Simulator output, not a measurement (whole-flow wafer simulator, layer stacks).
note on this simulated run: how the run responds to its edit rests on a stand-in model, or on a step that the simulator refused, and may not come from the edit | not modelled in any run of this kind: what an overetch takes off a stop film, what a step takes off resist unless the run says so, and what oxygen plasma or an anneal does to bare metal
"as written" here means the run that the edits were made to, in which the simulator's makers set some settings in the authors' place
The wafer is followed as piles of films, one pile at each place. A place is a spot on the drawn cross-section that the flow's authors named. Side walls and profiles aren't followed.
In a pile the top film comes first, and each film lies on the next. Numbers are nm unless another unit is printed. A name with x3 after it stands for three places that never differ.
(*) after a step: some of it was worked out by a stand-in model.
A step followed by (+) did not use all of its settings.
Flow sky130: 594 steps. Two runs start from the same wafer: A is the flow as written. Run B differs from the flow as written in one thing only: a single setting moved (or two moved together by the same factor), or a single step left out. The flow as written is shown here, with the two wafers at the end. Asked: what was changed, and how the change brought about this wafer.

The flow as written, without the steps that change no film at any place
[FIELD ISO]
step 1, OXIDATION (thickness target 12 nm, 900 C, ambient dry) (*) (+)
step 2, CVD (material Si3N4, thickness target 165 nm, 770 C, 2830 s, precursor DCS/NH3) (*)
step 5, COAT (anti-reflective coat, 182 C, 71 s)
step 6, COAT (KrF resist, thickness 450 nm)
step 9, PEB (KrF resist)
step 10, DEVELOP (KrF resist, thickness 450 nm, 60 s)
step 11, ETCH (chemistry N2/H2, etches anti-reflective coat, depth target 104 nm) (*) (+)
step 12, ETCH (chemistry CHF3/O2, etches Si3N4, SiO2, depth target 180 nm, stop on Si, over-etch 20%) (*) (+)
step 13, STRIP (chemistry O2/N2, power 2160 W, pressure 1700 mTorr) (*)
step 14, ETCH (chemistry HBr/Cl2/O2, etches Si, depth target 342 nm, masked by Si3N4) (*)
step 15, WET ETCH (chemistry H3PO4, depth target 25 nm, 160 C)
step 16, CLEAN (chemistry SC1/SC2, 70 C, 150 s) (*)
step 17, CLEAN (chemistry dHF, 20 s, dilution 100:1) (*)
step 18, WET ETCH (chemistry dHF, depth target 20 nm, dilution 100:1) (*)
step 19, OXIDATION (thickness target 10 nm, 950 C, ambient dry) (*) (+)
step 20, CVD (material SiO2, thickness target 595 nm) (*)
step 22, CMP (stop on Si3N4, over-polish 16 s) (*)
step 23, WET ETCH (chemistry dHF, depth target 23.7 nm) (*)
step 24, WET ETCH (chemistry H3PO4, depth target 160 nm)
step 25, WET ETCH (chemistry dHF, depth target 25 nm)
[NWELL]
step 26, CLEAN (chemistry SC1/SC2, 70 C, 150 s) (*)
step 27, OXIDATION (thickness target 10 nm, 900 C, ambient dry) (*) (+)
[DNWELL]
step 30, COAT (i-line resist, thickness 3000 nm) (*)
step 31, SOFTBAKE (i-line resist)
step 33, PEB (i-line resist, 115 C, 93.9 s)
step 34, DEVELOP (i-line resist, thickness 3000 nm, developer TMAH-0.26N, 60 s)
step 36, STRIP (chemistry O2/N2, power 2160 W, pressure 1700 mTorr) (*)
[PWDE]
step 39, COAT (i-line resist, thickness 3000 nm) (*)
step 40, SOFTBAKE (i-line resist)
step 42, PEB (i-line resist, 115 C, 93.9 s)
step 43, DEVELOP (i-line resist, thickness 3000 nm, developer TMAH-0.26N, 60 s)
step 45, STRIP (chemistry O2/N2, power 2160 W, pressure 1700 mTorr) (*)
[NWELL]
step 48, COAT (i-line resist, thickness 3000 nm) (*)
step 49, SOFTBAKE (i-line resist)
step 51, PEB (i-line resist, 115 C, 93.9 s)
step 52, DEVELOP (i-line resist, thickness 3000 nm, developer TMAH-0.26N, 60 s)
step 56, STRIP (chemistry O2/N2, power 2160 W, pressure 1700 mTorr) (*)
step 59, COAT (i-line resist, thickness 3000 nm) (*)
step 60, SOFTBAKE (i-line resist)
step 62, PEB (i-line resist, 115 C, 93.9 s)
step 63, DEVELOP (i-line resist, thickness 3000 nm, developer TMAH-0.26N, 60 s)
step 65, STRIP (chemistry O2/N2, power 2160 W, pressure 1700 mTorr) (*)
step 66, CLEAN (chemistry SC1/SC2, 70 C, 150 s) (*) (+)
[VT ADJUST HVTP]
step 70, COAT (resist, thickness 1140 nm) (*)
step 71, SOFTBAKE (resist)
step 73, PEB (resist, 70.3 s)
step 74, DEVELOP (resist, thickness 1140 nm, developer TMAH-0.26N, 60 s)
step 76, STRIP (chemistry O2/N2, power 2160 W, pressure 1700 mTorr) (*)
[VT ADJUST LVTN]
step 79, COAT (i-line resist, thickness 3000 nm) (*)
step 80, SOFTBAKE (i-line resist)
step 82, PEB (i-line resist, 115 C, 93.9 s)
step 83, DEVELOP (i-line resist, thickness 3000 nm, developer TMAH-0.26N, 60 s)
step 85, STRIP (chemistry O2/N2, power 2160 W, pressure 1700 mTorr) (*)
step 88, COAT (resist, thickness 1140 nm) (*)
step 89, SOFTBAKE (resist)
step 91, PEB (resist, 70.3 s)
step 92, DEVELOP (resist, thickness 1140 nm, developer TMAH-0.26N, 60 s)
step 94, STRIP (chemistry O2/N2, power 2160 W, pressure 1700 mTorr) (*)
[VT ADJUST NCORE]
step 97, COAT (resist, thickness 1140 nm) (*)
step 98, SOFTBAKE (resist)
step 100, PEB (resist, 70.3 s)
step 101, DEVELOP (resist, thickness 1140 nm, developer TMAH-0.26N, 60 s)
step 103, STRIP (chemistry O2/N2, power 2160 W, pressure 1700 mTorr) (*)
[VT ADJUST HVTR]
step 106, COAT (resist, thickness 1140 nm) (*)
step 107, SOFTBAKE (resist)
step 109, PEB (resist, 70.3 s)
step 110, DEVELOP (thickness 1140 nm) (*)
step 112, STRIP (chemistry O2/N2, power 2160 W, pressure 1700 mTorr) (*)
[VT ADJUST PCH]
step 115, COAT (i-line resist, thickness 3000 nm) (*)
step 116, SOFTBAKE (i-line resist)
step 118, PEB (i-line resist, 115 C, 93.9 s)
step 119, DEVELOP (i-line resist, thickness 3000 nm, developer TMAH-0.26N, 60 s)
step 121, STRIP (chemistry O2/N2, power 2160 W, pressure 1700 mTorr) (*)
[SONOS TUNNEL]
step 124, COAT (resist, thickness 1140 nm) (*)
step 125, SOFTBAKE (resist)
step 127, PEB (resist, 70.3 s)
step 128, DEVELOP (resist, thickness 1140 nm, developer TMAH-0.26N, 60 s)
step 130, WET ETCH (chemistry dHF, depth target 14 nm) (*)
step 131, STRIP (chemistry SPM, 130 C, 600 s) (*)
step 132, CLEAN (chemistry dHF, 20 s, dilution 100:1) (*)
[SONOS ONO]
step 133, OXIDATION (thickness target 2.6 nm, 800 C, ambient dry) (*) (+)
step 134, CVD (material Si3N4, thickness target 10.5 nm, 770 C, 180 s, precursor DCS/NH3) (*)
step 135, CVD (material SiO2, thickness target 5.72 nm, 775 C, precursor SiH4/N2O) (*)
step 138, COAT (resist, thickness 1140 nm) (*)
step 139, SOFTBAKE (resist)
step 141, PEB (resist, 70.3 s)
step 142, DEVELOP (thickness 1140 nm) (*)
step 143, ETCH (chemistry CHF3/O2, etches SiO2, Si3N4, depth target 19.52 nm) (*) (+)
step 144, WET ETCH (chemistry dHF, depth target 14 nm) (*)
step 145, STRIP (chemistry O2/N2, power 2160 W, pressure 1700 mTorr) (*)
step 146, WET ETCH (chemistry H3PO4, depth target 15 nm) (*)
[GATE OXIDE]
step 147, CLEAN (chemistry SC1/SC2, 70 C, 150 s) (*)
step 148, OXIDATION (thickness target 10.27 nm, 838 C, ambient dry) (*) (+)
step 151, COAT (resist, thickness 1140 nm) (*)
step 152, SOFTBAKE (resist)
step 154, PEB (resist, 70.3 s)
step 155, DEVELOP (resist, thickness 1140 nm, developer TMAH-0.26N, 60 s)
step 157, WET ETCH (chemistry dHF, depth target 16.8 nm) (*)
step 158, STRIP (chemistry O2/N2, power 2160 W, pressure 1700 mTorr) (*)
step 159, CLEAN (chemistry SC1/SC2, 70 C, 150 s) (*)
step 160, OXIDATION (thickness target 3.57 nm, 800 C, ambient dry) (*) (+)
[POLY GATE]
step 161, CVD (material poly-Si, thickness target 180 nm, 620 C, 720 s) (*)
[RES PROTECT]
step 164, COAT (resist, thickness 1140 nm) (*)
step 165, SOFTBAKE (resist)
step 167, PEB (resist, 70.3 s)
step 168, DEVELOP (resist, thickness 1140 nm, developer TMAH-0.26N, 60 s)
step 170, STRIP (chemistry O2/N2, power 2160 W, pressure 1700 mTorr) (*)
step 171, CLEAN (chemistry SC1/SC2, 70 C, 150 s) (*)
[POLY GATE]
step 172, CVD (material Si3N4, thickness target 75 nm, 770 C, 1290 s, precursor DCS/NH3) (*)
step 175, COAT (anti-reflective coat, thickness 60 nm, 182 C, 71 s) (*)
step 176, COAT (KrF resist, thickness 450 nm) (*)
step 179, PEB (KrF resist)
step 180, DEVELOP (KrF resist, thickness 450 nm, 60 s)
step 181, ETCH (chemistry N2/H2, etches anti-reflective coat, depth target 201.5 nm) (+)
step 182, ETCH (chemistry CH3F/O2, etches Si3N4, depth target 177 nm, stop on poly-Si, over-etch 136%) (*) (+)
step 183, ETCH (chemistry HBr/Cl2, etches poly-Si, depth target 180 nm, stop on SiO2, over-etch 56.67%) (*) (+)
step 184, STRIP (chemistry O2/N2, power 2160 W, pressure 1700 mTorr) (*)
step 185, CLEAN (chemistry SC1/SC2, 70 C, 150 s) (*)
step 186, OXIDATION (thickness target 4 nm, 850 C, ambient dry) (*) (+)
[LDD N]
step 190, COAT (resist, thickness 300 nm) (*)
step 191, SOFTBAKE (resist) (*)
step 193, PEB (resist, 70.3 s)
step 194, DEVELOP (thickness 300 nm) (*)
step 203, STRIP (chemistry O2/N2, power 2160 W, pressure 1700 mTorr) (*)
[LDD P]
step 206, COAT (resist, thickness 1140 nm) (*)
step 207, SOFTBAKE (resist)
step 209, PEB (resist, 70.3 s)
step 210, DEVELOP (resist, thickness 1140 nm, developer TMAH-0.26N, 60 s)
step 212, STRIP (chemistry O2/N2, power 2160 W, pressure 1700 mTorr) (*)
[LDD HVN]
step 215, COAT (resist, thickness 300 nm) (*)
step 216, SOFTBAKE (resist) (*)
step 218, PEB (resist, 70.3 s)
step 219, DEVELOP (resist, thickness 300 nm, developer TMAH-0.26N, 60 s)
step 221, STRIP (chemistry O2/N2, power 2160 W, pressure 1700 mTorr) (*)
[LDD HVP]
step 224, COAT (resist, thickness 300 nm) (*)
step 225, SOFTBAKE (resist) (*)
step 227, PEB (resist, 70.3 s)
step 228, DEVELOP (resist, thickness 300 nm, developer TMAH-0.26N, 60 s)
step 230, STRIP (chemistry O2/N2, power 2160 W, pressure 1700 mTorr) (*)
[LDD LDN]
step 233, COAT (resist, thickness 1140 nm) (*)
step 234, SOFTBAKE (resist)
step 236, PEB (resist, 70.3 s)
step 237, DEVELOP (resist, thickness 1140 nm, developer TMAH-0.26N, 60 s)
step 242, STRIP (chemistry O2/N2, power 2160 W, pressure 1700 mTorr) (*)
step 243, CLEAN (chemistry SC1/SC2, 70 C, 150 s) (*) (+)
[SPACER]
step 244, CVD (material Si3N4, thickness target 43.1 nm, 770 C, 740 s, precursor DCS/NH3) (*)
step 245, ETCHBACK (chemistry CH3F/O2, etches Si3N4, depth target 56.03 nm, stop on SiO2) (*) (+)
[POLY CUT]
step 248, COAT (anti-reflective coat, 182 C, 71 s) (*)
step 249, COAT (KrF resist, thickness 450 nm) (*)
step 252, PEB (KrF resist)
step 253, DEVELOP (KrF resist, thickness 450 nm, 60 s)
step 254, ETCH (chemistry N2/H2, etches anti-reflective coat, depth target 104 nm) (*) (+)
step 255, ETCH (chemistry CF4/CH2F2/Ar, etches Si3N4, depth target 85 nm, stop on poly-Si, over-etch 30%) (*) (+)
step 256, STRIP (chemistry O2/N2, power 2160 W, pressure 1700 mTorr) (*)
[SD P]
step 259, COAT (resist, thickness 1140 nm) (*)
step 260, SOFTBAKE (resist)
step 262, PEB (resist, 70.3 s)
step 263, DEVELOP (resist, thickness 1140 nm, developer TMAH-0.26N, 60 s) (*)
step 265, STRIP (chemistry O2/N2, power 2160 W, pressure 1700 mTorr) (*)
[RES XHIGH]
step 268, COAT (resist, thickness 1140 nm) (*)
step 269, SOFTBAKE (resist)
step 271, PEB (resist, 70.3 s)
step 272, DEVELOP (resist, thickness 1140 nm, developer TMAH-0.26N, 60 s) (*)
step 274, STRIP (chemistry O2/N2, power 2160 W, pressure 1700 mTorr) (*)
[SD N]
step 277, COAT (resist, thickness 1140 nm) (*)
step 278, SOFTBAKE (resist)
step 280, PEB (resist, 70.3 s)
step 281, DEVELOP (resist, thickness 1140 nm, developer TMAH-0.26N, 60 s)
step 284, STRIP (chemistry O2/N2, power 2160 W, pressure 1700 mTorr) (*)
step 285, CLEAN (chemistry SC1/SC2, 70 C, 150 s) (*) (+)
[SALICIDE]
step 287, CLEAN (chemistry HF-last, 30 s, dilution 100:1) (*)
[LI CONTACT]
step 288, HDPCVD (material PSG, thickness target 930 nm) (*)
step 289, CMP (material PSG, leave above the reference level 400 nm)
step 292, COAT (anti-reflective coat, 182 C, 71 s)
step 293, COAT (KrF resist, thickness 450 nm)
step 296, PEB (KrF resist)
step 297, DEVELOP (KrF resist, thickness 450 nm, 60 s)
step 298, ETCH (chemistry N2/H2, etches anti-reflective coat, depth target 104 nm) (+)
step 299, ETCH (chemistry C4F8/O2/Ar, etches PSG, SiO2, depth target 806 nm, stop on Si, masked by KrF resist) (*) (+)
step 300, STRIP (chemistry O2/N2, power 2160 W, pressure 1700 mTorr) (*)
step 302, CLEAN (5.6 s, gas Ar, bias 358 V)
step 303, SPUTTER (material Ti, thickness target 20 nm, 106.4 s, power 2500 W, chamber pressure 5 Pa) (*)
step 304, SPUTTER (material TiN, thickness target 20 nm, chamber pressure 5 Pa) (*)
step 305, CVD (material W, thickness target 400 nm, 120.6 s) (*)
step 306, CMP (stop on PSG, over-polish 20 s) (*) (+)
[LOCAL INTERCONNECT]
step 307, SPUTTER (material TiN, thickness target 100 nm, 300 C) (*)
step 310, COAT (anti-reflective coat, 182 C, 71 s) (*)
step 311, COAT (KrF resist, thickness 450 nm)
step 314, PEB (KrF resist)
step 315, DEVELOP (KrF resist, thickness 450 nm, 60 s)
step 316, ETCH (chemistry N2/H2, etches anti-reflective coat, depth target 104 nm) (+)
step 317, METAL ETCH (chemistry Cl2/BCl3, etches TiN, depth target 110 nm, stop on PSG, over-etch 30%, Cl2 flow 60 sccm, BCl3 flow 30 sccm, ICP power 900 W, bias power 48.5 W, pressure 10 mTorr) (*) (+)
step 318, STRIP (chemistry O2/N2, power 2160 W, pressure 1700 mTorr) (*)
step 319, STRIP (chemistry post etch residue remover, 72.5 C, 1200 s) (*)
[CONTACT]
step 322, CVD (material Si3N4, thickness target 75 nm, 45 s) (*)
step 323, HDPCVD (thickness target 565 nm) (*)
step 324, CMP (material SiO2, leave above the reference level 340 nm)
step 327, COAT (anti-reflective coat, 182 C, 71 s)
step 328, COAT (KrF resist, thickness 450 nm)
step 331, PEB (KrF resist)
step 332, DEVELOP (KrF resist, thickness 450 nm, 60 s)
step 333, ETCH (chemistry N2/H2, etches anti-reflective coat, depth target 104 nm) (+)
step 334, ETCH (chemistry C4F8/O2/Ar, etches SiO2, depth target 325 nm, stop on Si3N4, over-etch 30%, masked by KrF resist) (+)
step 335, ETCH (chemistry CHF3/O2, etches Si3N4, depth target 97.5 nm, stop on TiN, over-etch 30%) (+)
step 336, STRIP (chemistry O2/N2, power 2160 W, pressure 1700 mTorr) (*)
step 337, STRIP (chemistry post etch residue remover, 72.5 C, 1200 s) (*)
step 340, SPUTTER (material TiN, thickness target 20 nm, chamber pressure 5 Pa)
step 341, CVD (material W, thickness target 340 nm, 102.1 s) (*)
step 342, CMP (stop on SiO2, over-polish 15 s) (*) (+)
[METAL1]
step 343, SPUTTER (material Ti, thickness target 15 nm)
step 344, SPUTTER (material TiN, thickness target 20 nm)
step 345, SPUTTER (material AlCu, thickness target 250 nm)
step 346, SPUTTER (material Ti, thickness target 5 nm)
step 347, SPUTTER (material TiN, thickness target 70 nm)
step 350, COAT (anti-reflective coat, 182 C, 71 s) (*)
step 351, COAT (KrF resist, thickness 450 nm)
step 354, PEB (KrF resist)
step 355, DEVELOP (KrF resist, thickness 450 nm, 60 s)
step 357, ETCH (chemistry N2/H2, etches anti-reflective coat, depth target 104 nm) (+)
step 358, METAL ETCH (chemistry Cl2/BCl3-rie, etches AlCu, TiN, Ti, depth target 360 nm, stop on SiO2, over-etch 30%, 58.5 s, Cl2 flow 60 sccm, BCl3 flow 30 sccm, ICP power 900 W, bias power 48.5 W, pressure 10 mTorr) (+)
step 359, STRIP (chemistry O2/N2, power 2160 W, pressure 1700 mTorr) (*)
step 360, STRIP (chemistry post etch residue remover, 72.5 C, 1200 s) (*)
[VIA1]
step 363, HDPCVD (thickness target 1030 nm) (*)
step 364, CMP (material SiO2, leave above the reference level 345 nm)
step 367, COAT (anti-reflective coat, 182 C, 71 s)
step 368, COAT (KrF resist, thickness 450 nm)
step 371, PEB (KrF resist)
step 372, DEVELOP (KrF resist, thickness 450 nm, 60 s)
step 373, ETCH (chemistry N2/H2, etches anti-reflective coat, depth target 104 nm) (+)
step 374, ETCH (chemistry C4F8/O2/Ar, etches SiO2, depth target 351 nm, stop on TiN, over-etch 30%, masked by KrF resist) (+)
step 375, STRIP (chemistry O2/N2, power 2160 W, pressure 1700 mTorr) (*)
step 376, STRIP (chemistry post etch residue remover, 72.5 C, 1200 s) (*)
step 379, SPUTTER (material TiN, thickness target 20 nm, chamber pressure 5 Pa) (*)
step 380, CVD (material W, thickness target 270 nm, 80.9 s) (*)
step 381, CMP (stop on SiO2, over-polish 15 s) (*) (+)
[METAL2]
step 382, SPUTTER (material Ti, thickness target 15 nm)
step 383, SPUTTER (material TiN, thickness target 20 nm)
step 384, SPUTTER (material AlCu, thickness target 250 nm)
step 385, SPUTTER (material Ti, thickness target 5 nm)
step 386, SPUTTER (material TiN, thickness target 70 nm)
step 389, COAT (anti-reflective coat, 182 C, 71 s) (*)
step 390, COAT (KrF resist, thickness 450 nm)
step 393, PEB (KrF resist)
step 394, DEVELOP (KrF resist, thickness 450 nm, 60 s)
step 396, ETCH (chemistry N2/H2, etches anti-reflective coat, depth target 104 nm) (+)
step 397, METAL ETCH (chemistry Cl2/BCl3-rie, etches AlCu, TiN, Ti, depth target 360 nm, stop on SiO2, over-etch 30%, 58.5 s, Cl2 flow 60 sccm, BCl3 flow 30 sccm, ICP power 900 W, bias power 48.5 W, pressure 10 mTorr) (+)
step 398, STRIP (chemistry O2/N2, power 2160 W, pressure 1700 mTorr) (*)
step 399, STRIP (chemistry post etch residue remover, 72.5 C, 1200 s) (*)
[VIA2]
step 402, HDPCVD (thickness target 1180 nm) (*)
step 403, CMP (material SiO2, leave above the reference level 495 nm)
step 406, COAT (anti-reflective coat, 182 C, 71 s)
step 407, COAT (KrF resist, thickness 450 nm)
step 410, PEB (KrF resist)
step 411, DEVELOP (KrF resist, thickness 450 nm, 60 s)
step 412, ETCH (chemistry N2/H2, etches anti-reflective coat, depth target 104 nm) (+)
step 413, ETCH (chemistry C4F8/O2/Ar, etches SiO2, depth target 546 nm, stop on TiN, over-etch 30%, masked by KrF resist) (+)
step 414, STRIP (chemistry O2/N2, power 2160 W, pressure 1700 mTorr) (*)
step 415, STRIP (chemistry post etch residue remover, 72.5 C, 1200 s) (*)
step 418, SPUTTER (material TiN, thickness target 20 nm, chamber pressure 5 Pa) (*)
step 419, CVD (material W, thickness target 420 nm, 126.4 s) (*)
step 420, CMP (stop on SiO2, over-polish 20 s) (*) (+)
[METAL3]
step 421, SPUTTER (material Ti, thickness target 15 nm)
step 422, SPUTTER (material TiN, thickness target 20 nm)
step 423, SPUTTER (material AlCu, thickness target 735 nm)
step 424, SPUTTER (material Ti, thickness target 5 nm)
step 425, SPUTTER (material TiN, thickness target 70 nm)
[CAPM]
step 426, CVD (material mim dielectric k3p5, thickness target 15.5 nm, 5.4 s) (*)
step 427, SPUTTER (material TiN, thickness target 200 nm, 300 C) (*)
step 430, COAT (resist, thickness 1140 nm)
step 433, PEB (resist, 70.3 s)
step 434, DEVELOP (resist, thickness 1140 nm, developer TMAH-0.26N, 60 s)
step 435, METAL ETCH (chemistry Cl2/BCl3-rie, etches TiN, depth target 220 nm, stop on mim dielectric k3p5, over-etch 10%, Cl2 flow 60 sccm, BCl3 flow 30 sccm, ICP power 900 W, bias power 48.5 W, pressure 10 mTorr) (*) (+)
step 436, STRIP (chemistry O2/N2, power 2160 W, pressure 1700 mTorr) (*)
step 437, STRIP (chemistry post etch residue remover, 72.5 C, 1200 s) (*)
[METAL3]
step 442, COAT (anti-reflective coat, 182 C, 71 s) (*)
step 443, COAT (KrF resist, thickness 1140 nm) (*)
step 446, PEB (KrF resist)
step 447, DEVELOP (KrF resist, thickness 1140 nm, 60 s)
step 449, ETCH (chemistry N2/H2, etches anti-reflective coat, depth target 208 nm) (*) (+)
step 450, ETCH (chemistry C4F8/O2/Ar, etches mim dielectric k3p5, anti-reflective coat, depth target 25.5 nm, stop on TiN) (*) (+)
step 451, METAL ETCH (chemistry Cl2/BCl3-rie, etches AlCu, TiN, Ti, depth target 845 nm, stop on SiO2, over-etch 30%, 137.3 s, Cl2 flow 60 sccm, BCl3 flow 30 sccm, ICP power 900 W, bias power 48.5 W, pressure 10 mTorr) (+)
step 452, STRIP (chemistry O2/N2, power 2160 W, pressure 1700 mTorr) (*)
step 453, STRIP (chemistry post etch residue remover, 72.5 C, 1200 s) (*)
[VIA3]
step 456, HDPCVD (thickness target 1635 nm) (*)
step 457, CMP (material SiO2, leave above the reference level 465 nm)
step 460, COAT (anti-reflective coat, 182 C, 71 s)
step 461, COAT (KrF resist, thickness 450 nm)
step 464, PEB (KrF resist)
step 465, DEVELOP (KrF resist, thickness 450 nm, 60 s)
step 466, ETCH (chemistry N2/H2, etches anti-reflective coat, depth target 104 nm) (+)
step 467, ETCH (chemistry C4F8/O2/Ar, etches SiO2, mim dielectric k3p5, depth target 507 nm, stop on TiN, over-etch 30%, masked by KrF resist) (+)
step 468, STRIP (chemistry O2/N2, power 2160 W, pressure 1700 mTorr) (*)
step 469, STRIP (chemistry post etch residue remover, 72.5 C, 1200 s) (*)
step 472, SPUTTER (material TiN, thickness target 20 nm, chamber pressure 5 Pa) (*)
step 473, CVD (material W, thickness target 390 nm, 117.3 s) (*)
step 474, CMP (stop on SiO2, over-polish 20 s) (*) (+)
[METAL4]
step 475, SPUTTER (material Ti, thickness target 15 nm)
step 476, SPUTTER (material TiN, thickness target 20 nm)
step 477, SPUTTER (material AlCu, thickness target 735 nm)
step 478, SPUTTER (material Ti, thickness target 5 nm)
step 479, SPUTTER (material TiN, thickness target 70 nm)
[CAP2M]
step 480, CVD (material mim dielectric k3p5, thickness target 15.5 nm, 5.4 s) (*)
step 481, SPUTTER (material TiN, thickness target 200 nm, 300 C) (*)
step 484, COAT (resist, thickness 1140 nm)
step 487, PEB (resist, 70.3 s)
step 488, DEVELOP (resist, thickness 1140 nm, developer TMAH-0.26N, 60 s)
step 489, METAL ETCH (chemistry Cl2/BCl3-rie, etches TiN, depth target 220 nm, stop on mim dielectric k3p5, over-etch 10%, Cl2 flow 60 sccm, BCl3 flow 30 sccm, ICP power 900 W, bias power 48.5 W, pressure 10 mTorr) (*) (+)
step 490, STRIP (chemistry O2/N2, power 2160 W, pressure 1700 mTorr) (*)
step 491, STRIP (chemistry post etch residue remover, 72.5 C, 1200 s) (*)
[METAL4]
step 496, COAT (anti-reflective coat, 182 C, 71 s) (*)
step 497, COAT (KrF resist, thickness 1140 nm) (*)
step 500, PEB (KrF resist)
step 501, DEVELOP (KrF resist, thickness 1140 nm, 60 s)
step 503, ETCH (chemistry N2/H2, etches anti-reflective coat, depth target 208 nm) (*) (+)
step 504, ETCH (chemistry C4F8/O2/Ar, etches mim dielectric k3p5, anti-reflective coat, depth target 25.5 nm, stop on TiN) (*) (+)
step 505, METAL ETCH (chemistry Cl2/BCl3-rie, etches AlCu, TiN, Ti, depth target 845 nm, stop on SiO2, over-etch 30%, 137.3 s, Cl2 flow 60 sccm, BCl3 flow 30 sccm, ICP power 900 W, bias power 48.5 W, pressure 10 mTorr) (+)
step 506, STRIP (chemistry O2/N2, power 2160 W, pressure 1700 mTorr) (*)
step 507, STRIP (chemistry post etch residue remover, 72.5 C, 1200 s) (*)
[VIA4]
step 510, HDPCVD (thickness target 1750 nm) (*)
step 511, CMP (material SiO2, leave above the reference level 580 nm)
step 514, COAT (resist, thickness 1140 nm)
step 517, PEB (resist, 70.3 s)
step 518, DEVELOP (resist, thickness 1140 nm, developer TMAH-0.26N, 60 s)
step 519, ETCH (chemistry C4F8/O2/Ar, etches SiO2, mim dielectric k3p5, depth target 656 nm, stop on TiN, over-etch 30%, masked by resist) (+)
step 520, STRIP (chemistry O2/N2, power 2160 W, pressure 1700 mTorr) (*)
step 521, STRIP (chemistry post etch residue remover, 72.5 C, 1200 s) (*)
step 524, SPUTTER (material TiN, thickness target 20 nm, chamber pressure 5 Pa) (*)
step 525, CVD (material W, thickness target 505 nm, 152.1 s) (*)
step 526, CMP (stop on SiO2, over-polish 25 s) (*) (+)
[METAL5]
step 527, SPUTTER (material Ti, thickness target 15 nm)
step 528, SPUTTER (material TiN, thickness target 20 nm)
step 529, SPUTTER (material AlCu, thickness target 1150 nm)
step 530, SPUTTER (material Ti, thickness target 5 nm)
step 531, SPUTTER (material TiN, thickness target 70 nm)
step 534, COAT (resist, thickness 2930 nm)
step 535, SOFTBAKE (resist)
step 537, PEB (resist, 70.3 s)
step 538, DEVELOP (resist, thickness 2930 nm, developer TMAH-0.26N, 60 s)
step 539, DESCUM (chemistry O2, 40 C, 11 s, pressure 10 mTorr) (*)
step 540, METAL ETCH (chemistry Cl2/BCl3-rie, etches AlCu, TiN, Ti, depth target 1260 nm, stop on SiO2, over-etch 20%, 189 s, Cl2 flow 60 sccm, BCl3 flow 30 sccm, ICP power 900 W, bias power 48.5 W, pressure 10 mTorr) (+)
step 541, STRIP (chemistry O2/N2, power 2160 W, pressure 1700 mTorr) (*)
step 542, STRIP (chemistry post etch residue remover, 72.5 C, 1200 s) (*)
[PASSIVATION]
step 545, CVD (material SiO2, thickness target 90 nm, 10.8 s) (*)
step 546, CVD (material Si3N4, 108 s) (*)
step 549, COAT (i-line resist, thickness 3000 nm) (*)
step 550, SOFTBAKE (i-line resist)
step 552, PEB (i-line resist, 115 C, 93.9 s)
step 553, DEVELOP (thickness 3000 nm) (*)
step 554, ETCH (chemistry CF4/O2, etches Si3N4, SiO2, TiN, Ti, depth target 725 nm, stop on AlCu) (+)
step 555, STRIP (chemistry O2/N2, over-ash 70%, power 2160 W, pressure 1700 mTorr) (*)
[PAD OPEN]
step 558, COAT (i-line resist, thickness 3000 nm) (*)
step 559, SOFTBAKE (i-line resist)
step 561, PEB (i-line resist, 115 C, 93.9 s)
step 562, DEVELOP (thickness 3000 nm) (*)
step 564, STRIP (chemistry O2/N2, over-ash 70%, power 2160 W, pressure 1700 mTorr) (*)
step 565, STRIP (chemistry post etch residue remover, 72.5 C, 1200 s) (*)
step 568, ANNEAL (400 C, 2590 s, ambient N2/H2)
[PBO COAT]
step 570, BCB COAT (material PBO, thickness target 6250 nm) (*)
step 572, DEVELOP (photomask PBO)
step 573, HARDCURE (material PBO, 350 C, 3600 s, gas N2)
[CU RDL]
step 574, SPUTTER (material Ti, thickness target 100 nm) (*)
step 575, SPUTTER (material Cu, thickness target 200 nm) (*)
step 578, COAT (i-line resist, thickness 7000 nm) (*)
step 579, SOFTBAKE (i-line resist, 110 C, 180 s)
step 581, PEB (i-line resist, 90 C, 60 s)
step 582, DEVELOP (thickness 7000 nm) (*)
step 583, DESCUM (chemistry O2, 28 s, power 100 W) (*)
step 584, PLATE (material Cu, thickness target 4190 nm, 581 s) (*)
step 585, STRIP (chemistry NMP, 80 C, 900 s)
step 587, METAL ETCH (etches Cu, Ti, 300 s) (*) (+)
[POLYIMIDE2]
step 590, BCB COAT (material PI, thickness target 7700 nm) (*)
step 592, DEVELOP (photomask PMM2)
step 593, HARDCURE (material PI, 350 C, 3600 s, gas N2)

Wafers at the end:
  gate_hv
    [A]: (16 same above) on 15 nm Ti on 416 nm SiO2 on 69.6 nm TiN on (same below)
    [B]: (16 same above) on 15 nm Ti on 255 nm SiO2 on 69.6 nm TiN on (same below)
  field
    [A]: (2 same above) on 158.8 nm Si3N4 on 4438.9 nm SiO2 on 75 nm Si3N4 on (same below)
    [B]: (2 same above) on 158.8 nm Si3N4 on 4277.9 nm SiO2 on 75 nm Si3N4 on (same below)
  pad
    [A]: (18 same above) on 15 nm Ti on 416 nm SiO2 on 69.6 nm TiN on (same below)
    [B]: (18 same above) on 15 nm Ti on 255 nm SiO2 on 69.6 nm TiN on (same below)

Cause: step 403, CMP: leave above the reference level 334 nm was run, though the flow has leave above the reference level 495 nm.

Step by step, how the change led to this:
  step 403, CMP (material SiO2, leave above the reference level 495 nm)
      n_well, p_well, gate_hv and 101 more: A SiO2 loses 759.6 | B SiO2 loses 920.6
      field, active, gate and 82 more: A SiO2 loses 389.1 | B SiO2 loses 550.1
      (and at 2 other places as well)
  step 413, ETCH (chemistry C4F8/O2/Ar, etches SiO2, depth target 546 nm, stop on TiN, over-etch 30%, masked by KrF resist) (+)
      field, active, n_well and 186 more: A KrF resist loses 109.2 | B KrF resist loses 67.4
      m1: A SiO2 loses 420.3 (all of it) | B SiO2 loses 259.3 (all of it)
      (and at 1 other place as well)
  step 414, STRIP (chemistry O2/N2, power 2160 W, pressure 1700 mTorr) (*)
      field, active, n_well and 186 more: A KrF resist loses 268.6 (all of it), anti-reflective coat loses 80 (all of it) | B KrF resist loses 310.4 (all of it), anti-reflective coat loses 80 (all of it)
  step 418, SPUTTER (material TiN, thickness target 20 nm, chamber pressure 5 Pa) (*)
      m1, via2_hole: A TiN gains 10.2 | B TiN gains 12.5
  step 419, CVD (material W, thickness target 420 nm, 126.4 s) (*)
      m1: A W gains 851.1 (new film) | B W gains 687.8 (new film)
      via2_hole: A W gains 850.7 (new film) | B W gains 687.4 (new film)
